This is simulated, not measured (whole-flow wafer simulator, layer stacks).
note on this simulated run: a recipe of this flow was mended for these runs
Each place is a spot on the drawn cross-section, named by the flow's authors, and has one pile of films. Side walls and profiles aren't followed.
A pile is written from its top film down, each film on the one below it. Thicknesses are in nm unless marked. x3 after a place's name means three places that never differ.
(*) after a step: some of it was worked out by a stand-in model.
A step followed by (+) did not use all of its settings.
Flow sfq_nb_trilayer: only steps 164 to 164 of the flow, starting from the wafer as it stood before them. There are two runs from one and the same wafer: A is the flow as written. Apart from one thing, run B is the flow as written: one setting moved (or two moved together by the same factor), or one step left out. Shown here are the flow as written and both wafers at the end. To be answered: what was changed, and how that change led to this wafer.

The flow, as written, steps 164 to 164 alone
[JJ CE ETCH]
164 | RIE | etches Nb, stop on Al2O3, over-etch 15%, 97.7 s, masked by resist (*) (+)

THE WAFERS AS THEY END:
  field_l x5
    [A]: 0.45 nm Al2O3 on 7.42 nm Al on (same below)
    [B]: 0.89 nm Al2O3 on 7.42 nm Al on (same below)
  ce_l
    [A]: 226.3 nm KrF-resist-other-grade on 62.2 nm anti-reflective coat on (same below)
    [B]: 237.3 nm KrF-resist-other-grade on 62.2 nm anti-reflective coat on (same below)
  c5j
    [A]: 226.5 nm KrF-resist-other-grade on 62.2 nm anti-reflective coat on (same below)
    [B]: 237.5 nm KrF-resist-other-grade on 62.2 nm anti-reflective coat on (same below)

Cause: step 164, RIE: 86.7 s was run, whereas the flow has 97.7 s.

Step by step, how the change led to this:
  164 | RIE | etches Nb, stop on Al2O3, over-etch 15%, 97.7 s, masked by resist (*) (+)
      ce_l, ce_r, wl_jj: A KrF-resist-other-grade loses 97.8 | B KrF-resist-other-grade loses 86.7
      c5j: A KrF-resist-other-grade loses 97.7 | B KrF-resist-other-grade loses 86.7
